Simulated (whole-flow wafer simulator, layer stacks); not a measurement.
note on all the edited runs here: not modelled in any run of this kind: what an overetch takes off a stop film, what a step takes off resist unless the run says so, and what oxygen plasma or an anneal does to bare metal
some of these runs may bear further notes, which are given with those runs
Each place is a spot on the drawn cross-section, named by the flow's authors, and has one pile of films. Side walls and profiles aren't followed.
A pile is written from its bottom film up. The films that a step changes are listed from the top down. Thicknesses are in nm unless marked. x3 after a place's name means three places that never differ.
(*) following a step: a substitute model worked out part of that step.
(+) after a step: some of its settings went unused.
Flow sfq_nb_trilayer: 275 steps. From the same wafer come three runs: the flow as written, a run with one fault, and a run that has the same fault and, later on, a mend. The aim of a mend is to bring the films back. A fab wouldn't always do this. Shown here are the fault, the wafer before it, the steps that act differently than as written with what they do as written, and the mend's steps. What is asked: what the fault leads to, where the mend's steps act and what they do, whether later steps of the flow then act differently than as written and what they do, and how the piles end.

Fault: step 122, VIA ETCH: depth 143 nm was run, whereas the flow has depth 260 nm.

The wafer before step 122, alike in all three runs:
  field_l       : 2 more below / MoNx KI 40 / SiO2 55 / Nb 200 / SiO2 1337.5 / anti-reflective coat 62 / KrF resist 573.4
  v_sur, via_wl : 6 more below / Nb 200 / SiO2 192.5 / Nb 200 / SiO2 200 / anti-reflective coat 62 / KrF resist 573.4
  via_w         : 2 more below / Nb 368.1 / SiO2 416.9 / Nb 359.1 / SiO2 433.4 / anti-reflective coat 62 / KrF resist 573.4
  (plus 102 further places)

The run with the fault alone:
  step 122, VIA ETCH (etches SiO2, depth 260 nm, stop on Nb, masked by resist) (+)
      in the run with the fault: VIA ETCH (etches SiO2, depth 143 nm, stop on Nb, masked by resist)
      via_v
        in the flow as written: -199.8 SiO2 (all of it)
        in the run with the fault: -143 SiO2
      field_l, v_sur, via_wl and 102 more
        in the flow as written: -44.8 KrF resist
        in the run with the fault: -24.7 KrF resist
  Steps later in the flow that act otherwise than as written (3 other steps are not shown; they differ only slightly, by no more than 2% or 0.5 nm, whichever is larger):
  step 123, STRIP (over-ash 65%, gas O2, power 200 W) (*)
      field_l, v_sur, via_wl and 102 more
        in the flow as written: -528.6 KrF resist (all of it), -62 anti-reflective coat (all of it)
        in the run with the fault: -548.8 KrF resist (all of it), -62 anti-reflective coat (all of it)
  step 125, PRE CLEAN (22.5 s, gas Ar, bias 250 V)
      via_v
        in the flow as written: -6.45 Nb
        in the run with the fault: -7.5 SiO2
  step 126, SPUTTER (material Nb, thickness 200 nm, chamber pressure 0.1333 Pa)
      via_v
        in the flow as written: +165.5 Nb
        in the run with the fault: +177.8 Nb (new film)
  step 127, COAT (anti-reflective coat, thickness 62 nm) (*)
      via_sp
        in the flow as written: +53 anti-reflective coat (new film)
        in the run with the fault: +54.1 anti-reflective coat (new film)
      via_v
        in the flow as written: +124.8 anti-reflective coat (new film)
        in the run with the fault: +111.5 anti-reflective coat (new film)
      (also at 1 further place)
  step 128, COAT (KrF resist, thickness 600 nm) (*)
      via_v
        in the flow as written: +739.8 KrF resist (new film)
        in the run with the fault: +694 KrF resist (new film)
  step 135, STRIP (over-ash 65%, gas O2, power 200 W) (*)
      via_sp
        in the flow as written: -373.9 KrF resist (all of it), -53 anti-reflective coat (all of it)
        in the run with the fault: -377.6 KrF resist (all of it), -54.1 anti-reflective coat (all of it)
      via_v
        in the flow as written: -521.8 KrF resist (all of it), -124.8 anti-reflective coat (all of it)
        in the run with the fault: -476.2 KrF resist (all of it), -111.5 anti-reflective coat (all of it)
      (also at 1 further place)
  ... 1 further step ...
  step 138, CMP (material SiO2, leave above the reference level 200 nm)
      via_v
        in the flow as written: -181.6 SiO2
        in the run with the fault: -157.1 SiO2
  At via_v, the piles at the end differ from the flow's by more than 2% or 0.5 nm, whichever is larger.
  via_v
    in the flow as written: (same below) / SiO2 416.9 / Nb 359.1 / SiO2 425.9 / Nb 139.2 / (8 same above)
    in the run with the fault: (same below) / SiO2 416.9 / Nb 200 / SiO2 49.3 / Nb 177.8 / SiO2 357.9 / Nb 139.2 / (8 same above)

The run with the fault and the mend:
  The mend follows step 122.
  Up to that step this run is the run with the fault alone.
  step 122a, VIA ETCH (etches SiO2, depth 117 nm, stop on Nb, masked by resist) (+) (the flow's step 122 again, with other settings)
      field_l, v_sur, via_wl and 102 more
        -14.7 KrF resist
      via_v
        -56.8 SiO2 (all of it)
  None of the later steps of the flow differs from how it acts as written, at any place that is followed, by more than 2% or 0.5 nm, whichever is larger.
  By the end, the piles equal the flow's at every place that both follow.
